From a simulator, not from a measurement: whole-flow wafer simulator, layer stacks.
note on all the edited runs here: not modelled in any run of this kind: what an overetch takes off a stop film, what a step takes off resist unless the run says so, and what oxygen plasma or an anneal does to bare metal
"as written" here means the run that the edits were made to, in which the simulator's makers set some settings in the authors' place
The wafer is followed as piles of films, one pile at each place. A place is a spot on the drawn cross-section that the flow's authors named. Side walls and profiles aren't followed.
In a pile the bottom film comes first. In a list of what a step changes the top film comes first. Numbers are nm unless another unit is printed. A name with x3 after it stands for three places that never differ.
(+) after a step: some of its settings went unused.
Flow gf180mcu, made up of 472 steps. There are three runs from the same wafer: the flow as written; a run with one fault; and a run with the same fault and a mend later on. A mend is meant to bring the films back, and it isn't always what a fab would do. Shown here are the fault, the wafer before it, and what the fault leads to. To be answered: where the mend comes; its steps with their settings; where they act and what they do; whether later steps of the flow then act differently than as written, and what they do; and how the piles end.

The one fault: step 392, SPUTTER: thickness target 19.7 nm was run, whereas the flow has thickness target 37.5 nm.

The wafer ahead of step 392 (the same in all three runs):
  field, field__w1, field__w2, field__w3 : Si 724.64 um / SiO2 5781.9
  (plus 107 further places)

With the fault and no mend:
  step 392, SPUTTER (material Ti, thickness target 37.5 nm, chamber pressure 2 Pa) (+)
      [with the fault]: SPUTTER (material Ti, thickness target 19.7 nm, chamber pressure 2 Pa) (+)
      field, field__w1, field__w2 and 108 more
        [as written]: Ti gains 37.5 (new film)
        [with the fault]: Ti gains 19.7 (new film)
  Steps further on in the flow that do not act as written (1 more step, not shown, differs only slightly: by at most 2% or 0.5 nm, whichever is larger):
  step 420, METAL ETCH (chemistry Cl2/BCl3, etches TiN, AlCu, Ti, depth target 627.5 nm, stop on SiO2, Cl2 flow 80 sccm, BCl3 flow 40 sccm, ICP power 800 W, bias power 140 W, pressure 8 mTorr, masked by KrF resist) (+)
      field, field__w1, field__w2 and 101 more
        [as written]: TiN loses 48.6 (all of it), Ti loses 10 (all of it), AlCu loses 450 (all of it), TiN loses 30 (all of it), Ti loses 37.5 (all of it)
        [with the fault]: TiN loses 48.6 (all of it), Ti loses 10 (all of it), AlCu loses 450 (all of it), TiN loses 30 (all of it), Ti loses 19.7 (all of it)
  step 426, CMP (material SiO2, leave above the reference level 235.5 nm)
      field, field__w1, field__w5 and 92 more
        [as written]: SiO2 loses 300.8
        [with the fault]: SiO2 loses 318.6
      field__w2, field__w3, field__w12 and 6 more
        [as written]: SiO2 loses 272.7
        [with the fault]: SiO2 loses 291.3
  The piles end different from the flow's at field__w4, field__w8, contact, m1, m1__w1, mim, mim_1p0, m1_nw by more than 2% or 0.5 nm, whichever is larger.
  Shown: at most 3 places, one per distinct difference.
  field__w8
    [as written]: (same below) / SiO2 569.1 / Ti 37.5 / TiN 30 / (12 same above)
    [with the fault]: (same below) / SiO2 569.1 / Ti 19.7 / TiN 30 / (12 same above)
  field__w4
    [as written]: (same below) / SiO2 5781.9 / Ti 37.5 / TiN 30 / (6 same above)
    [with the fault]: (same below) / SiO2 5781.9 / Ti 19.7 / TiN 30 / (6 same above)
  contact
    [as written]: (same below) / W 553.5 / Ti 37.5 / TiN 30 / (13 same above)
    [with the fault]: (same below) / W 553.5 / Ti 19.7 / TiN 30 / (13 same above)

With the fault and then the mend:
  The mend follows step 392.
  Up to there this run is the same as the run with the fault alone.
  step 392a, SPUTTER (material Ti, thickness target 17.8 nm, chamber pressure 2 Pa) (+) (a further turn of the flow's step 392, with different settings)
      field, field__w1, field__w2 and 108 more
        Ti gains 17.8
  None of the later steps of the flow acts differently than as written at any place that is followed.
  At every place that both follow, the piles at the end match the flow's.
